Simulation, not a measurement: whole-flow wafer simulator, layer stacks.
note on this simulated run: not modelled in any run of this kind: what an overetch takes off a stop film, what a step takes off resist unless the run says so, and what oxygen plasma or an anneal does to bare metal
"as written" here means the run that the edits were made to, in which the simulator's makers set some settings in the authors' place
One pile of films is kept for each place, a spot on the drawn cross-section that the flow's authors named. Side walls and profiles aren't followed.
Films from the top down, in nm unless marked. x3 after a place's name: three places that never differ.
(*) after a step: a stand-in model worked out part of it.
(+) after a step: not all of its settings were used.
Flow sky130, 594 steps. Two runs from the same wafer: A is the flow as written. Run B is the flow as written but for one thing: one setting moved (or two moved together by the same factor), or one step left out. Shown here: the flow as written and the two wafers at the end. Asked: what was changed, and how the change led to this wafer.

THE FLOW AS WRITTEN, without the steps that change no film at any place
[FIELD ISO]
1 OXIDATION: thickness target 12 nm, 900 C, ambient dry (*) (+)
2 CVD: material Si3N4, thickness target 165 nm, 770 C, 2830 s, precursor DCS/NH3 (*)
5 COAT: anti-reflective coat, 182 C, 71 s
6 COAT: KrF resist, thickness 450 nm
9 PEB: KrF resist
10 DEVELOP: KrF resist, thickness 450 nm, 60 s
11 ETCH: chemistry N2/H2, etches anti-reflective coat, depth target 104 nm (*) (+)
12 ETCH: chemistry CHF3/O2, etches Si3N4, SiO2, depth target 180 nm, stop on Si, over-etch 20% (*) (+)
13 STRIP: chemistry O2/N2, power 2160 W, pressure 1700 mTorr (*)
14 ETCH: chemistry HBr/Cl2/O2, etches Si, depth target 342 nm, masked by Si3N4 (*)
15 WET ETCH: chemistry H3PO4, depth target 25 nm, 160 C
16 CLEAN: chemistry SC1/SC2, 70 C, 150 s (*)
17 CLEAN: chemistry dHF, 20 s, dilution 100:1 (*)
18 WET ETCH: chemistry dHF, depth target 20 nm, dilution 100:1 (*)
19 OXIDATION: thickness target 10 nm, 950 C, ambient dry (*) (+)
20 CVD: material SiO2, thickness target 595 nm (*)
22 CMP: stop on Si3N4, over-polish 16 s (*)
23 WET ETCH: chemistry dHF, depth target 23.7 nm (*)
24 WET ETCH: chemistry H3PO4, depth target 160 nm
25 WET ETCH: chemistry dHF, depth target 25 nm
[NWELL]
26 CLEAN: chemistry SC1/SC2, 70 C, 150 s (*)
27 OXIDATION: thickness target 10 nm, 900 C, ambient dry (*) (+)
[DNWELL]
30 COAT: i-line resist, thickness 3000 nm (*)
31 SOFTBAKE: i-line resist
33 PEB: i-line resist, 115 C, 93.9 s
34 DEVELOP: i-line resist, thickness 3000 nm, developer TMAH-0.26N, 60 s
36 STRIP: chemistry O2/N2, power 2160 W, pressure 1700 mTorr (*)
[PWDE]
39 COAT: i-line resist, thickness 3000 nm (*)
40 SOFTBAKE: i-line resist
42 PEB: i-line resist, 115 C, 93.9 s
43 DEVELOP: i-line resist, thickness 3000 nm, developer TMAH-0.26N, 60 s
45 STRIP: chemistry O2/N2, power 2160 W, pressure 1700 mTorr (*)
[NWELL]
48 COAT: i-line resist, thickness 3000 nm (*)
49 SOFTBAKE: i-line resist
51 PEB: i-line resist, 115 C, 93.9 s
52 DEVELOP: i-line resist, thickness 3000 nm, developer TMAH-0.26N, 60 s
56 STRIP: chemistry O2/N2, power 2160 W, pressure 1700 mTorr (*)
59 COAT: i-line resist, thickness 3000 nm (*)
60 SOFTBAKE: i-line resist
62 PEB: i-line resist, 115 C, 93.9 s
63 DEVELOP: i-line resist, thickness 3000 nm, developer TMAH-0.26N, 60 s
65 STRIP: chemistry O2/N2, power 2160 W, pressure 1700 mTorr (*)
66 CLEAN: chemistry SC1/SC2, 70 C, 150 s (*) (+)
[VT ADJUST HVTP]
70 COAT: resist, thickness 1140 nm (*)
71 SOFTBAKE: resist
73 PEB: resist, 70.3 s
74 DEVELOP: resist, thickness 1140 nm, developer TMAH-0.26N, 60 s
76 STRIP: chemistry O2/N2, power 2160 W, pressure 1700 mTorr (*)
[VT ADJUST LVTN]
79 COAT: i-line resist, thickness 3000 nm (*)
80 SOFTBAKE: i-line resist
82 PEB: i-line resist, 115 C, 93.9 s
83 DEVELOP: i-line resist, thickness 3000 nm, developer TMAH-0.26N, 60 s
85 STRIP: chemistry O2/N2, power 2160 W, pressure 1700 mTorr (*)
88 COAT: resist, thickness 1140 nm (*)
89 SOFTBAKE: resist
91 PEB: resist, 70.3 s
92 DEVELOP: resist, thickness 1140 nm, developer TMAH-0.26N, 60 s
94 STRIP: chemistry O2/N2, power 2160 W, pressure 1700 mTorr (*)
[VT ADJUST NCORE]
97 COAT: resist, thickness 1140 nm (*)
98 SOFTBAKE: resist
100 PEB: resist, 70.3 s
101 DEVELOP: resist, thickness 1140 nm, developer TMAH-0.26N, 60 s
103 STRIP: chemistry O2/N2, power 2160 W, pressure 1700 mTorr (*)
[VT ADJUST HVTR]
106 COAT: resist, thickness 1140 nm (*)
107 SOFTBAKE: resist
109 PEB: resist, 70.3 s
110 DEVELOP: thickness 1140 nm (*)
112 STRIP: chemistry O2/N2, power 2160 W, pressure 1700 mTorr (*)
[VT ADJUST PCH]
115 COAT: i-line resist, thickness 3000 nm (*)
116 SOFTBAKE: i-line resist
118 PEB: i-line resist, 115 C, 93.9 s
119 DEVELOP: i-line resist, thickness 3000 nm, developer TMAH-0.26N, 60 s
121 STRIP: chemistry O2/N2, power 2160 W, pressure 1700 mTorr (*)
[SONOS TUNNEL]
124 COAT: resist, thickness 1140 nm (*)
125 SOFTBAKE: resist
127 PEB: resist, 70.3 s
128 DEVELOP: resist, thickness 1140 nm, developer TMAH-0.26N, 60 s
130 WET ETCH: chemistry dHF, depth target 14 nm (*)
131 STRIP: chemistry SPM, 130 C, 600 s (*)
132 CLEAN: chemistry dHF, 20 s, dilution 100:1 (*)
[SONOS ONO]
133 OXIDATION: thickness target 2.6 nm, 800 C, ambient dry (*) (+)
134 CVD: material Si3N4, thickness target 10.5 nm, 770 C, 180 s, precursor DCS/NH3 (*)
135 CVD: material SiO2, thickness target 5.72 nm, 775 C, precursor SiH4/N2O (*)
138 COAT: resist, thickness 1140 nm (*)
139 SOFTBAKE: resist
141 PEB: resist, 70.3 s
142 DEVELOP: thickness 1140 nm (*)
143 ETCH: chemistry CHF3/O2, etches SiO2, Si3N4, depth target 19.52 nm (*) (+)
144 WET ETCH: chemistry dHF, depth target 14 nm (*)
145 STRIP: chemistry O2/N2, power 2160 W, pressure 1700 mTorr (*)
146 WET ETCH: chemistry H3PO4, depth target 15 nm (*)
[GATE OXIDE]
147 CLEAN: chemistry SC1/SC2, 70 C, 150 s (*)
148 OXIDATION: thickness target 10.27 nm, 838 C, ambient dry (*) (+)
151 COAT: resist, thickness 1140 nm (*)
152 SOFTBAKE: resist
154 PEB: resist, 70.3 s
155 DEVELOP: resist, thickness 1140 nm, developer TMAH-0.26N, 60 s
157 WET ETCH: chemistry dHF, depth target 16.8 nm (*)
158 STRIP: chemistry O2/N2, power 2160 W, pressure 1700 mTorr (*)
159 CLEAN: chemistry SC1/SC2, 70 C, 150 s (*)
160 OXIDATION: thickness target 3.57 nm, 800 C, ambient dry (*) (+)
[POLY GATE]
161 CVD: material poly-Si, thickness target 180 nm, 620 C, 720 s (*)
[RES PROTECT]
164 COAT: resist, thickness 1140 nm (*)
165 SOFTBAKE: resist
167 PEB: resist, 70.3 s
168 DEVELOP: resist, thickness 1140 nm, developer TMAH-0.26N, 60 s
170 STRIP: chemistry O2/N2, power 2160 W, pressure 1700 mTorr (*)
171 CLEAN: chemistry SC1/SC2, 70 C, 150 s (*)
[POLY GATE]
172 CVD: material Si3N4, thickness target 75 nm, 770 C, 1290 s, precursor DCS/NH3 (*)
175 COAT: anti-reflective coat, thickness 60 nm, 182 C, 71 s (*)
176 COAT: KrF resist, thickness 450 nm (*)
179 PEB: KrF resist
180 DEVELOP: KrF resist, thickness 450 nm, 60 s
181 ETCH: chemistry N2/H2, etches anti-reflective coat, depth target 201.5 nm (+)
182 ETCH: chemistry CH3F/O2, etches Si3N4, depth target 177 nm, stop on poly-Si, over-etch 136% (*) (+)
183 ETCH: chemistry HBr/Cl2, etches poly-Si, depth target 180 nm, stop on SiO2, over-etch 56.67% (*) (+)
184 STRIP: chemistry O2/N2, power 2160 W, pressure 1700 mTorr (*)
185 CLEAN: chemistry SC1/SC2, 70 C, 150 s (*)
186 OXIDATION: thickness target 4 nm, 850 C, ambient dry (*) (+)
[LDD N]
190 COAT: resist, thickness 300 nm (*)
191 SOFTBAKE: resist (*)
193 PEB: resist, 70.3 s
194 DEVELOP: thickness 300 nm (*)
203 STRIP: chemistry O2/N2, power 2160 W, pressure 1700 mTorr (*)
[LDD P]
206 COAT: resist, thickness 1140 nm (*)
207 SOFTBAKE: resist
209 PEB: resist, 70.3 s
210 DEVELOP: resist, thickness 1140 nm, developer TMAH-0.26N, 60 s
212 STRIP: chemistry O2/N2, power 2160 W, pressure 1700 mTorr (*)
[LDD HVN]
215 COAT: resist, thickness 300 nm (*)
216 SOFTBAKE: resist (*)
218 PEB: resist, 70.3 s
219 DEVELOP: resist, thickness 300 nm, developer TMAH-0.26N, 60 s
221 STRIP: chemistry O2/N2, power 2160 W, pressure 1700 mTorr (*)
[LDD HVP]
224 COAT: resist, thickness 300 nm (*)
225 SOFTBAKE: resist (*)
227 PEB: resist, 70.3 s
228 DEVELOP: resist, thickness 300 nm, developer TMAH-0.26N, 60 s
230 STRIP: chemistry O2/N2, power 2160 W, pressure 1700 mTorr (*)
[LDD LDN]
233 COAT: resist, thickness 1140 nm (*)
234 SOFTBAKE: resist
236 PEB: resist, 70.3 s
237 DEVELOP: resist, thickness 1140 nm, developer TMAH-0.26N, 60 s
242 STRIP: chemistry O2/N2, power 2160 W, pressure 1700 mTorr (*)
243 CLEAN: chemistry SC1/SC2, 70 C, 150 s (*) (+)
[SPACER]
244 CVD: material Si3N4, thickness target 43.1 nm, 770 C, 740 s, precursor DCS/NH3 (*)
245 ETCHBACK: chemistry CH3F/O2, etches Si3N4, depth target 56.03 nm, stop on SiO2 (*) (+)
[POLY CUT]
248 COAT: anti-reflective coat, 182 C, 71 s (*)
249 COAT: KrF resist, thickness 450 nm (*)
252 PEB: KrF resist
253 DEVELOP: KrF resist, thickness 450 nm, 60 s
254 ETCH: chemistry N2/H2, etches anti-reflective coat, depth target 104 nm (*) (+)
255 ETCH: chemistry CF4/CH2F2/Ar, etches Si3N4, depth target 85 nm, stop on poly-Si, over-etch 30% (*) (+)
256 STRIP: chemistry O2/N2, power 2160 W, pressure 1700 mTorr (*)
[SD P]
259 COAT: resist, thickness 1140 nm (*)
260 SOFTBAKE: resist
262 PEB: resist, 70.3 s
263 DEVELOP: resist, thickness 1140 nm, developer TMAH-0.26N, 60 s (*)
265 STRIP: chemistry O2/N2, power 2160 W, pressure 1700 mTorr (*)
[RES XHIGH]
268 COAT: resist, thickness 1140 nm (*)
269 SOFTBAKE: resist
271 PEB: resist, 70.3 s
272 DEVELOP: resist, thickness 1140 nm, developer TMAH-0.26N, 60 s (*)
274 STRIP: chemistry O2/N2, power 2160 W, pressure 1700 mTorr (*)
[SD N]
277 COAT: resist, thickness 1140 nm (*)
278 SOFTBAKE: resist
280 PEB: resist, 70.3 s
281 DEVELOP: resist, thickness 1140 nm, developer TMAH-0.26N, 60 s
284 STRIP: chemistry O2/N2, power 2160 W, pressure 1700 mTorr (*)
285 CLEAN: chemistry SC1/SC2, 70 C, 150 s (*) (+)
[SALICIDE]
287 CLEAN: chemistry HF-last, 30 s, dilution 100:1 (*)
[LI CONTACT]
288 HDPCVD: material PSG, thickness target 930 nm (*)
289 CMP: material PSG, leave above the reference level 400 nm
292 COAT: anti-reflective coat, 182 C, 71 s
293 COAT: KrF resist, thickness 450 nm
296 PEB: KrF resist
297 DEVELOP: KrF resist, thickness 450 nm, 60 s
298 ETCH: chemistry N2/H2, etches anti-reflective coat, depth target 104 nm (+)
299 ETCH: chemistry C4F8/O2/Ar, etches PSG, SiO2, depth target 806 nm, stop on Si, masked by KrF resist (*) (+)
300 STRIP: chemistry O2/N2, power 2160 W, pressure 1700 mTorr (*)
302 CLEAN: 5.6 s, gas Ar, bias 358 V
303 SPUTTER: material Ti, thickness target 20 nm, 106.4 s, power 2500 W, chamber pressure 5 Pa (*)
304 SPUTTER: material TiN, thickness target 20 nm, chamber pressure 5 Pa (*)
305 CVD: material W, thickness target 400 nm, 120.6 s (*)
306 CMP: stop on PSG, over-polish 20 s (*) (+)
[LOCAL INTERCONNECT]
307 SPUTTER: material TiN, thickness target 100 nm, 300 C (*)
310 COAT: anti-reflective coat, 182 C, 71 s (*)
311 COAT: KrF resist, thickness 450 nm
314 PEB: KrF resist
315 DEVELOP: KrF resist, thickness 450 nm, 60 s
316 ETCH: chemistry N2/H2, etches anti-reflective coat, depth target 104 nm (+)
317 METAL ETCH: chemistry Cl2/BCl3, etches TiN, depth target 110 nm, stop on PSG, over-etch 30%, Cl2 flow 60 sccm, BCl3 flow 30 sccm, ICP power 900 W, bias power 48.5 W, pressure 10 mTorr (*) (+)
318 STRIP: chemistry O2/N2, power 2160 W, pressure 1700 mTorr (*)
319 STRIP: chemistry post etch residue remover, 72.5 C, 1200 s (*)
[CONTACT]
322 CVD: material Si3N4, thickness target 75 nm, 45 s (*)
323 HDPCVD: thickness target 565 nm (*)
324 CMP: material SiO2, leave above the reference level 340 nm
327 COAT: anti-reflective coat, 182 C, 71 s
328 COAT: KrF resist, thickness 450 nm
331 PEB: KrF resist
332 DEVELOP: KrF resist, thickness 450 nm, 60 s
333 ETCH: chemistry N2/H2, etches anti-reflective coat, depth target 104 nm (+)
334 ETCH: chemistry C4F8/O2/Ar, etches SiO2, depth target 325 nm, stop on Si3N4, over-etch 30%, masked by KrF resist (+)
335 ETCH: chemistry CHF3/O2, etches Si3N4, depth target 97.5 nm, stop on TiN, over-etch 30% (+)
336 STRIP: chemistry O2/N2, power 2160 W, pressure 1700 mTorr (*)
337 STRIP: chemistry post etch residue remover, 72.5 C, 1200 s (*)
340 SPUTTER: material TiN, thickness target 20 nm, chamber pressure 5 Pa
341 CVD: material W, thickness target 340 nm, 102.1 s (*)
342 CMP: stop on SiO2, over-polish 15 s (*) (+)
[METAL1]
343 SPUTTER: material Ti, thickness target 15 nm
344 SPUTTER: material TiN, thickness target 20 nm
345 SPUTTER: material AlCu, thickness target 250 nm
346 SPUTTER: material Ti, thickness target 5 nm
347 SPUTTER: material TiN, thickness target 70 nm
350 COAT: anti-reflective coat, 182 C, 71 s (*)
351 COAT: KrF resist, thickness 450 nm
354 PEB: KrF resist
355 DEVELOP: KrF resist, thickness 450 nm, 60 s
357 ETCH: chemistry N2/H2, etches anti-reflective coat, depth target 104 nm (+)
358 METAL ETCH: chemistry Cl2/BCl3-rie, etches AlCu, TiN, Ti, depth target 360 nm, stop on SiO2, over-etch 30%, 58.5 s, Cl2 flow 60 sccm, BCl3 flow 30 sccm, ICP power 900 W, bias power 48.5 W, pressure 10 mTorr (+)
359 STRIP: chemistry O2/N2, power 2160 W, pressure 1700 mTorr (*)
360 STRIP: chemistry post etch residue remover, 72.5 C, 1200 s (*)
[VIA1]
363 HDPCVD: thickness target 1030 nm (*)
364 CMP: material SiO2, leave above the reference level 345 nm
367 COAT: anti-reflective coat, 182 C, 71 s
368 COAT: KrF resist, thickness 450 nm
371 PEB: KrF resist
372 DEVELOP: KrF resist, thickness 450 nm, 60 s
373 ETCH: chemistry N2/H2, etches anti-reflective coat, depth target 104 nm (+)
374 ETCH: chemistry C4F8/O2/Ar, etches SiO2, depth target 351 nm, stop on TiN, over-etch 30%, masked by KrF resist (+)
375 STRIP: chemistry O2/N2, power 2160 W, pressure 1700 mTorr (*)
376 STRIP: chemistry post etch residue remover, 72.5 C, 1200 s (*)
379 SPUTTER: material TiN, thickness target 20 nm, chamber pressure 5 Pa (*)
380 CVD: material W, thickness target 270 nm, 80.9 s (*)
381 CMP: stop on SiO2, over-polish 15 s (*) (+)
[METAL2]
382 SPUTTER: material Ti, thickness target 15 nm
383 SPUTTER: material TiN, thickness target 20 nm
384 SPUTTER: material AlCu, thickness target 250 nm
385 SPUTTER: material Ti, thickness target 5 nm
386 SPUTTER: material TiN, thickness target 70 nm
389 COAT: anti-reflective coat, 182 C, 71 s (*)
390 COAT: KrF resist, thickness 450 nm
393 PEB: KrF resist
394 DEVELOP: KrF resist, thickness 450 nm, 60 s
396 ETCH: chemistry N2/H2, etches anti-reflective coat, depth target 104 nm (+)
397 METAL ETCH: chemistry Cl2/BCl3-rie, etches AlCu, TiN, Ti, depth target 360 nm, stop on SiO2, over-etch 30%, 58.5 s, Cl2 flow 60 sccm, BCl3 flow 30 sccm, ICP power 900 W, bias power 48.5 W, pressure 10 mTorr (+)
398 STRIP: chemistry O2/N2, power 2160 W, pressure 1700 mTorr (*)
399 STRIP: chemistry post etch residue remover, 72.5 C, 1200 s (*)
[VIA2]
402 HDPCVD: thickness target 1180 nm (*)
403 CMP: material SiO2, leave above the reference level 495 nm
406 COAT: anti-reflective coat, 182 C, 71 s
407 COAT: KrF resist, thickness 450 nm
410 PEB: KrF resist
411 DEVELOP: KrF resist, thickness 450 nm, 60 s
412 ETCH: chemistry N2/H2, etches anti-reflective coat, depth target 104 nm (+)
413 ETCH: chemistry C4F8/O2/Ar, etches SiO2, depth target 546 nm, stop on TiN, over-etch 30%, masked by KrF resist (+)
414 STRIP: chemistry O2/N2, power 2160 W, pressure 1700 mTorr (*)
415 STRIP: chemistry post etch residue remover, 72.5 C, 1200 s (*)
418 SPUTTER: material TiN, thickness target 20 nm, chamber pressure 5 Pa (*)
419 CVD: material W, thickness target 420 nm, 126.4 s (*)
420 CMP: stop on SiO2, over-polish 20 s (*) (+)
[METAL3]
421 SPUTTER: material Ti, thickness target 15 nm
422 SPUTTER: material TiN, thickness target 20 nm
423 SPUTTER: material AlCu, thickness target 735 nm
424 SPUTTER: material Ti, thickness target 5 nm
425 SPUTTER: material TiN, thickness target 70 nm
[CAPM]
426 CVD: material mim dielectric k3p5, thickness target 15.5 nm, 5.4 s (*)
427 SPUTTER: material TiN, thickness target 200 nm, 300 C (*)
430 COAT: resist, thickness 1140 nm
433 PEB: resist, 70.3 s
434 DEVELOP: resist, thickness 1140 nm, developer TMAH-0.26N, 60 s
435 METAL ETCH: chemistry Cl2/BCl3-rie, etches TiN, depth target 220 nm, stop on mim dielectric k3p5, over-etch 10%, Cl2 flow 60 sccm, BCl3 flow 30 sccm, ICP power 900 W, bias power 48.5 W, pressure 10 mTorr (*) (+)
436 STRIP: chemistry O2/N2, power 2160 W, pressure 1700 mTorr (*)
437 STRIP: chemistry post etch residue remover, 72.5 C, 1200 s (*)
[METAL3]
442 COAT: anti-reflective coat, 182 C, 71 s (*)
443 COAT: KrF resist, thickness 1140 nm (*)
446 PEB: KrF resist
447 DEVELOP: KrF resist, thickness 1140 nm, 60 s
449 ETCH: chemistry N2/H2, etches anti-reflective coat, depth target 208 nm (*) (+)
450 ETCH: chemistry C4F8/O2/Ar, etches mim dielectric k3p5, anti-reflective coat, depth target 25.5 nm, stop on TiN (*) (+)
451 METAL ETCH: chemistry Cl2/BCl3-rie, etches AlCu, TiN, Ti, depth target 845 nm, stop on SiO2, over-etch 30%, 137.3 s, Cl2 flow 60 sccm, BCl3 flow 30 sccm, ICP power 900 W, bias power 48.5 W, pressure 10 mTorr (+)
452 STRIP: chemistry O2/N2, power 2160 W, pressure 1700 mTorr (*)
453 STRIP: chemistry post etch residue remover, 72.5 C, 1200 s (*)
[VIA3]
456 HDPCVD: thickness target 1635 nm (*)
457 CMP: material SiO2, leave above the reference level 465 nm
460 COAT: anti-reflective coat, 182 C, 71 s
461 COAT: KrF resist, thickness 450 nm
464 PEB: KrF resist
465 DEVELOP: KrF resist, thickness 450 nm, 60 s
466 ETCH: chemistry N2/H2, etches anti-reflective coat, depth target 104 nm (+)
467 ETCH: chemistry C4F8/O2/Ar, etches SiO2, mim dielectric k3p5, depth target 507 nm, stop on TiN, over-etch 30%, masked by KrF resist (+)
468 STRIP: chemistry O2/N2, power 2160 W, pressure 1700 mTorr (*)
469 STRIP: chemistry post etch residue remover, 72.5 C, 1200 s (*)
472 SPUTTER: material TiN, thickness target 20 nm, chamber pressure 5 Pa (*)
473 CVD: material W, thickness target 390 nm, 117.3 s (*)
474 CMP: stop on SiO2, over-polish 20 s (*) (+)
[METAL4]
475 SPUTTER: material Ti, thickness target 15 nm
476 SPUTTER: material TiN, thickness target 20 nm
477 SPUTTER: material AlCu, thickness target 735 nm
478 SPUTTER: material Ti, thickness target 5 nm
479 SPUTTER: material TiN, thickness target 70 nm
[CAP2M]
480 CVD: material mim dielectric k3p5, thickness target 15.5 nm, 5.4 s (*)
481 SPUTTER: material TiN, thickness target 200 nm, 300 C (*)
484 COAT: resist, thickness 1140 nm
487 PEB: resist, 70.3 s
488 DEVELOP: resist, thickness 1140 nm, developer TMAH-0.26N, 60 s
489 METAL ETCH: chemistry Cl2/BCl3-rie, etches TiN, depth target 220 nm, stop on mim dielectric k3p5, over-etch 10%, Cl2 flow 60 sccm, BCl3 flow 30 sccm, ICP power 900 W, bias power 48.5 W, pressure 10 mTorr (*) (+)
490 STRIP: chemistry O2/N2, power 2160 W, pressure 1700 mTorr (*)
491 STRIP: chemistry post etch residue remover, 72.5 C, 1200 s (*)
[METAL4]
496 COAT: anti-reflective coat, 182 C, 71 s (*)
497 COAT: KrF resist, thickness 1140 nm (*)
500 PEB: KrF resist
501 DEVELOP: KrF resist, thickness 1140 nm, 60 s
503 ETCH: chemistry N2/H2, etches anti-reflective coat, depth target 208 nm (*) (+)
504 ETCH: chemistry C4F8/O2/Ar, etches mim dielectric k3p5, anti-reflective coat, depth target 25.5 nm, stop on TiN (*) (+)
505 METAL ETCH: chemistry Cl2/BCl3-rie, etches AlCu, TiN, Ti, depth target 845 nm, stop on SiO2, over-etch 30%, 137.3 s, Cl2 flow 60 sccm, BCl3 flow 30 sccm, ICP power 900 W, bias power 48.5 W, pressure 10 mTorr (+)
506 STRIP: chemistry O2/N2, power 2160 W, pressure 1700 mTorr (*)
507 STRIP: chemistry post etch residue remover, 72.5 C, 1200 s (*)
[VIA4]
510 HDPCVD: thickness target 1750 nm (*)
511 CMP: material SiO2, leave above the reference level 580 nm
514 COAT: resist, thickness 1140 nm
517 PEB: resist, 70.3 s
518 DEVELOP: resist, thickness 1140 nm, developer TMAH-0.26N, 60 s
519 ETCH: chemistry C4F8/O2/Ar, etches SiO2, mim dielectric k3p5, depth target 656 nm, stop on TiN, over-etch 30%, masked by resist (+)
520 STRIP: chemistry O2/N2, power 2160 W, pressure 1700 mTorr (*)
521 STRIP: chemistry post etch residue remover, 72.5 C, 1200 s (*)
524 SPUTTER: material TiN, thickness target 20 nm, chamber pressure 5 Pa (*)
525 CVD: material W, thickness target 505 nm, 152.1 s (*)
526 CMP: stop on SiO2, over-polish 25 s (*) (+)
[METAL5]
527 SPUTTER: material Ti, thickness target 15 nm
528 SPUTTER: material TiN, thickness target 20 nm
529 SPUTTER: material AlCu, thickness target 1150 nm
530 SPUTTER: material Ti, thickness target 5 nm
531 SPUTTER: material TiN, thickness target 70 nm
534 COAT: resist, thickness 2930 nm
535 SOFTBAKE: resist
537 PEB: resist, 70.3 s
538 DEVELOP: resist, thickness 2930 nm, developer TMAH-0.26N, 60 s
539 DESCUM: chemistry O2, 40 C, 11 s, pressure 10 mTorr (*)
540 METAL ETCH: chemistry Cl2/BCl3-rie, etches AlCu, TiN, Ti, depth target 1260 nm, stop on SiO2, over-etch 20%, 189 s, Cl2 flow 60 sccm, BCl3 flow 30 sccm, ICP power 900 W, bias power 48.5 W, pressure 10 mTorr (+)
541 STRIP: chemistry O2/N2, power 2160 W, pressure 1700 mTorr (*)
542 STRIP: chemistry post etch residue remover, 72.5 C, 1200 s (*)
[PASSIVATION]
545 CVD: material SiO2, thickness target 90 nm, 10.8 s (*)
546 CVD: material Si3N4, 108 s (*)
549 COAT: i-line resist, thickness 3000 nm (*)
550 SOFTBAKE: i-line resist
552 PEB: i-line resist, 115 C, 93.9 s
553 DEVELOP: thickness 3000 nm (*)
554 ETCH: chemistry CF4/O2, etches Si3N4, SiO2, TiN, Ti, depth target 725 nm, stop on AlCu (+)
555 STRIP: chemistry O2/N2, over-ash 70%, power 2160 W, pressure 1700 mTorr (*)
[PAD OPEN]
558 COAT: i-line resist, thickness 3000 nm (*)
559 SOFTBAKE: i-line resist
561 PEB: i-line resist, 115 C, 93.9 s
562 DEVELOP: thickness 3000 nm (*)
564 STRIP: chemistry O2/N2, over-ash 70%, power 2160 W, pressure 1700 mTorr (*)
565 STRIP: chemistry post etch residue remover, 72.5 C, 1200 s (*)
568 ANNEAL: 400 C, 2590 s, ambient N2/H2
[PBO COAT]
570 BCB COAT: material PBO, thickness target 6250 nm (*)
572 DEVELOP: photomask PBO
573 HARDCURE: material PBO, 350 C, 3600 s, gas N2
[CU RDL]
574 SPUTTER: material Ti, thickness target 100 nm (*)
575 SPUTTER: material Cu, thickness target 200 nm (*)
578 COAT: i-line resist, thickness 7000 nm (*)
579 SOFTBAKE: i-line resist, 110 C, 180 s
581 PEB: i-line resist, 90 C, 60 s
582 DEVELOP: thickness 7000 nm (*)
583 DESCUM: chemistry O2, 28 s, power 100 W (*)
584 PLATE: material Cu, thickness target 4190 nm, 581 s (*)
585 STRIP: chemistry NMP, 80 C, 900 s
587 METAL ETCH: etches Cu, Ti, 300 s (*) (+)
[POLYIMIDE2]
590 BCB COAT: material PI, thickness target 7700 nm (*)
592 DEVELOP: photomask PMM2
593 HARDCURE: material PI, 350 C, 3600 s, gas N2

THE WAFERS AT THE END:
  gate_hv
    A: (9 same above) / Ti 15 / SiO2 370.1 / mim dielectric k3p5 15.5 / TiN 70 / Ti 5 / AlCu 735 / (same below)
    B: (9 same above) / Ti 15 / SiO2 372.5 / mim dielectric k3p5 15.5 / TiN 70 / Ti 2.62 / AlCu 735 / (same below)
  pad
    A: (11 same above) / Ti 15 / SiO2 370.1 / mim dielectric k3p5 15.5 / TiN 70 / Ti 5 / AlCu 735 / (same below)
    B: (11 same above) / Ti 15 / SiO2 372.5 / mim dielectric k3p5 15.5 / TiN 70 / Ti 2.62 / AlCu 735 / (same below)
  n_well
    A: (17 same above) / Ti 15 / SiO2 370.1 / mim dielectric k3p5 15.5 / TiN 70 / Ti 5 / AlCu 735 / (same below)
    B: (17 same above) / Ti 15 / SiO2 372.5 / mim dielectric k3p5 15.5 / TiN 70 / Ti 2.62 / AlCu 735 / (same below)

The cause: step 424, SPUTTER: thickness target 2.62 nm was run, where the flow has thickness target 5 nm.
It can be read off the wafer: gate_hv has Ti 2.62, and step 424 as written asks for 5 nm.

How the change led to this, step by step:
  424 SPUTTER: material Ti, thickness target 5 nm
      field, active, n_well and 188 more: A Ti +5 (new film) | B Ti +2.62 (new film)
  451 METAL ETCH: chemistry Cl2/BCl3-rie, etches AlCu, TiN, Ti, depth target 845 nm, stop on SiO2, over-etch 30%, 137.3 s, Cl2 flow 60 sccm, BCl3 flow 30 sccm, ICP power 900 W, bias power 48.5 W, pressure 10 mTorr (+)
      field, gate, spacer and 68 more: A TiN -70 (all of it), Ti -5 (all of it), AlCu -735 (all of it), TiN -20 (all of it), Ti -15 (all of it), SiO2 -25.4 | B TiN -70 (all of it), Ti -2.62 (all of it), AlCu -735 (all of it), TiN -20 (all of it), Ti -15 (all of it), SiO2 -25.6
      active, vpp_ln, vpp_iso2 and 11 more: A TiN -70 (all of it), Ti -5 (all of it), AlCu -735 (all of it), TiN -20 (all of it), Ti -15 (all of it), SiO2 -25.3 | B TiN -70 (all of it), Ti -2.62 (all of it), AlCu -735 (all of it), TiN -20 (all of it), Ti -15 (all of it), SiO2 -25.6
